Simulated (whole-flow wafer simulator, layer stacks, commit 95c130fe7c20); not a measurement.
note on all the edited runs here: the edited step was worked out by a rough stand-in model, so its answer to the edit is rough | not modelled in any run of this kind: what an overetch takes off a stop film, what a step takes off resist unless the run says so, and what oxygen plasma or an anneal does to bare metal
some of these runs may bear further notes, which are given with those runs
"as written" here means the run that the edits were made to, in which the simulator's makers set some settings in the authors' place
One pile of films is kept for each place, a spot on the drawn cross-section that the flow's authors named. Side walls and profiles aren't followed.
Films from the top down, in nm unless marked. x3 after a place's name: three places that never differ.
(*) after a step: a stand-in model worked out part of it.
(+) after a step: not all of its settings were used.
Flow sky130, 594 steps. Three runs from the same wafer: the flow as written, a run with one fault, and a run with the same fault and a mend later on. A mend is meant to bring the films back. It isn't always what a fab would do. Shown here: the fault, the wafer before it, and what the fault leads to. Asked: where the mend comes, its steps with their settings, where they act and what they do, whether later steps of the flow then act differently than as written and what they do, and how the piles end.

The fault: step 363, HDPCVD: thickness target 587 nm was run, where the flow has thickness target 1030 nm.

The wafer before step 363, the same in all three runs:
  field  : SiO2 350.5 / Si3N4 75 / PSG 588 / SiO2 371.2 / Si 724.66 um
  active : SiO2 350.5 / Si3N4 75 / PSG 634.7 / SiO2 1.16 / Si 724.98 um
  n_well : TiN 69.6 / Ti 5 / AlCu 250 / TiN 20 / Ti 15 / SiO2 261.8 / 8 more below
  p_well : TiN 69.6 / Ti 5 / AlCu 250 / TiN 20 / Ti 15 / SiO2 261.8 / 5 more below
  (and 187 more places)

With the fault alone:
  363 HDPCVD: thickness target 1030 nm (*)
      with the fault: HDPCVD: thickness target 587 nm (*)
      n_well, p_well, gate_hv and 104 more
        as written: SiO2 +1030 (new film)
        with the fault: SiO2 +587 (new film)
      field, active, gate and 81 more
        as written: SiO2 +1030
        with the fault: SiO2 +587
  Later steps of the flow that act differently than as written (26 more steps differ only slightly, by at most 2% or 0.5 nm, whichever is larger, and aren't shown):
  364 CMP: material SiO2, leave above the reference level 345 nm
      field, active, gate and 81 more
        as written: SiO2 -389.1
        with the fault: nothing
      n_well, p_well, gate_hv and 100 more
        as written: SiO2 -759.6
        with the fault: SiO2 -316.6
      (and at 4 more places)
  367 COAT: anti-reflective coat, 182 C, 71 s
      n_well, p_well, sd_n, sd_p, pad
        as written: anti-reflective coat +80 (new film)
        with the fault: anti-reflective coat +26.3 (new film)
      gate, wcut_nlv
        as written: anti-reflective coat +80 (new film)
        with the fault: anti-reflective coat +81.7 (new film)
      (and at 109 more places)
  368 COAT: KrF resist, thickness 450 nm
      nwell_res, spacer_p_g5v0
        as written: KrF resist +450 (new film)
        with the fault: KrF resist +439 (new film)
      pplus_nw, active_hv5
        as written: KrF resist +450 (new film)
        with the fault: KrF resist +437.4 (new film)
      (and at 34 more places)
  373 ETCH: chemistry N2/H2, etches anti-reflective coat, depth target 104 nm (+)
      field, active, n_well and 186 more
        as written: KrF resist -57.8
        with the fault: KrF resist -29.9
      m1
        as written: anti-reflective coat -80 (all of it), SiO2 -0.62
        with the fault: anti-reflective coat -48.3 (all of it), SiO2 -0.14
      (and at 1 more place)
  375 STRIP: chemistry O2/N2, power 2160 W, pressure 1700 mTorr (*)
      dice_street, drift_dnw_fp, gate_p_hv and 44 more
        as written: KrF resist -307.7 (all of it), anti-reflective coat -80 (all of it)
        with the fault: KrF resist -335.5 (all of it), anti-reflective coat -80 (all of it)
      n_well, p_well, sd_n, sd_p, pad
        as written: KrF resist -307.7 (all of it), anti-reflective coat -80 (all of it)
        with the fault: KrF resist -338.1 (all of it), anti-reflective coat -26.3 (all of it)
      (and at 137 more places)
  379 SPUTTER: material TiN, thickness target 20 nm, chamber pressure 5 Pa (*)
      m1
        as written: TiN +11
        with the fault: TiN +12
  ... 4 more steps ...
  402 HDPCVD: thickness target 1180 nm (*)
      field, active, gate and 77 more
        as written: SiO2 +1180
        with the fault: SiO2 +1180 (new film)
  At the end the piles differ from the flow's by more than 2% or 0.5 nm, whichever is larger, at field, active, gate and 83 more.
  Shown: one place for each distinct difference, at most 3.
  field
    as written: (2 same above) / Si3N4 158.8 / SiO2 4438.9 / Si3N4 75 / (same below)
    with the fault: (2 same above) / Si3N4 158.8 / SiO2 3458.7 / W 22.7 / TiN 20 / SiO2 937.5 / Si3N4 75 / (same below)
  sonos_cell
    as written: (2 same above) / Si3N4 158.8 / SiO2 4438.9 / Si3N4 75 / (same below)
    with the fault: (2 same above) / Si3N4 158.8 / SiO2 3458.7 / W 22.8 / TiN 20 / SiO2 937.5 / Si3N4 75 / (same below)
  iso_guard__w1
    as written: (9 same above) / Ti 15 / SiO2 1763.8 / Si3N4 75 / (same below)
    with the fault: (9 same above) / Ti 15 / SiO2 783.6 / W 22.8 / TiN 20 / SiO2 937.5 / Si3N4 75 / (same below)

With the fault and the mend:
  The mend comes after step 363.
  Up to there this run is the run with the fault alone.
  363a HDPCVD: thickness target 443 nm (*) (the flow's step 363 once more, with other settings)
      field, active, n_well and 188 more
        SiO2 +443
  No later step of the flow acts differently than as written at any place that is followed.
  At the end the piles are the same as the flow's at every place that both follow.
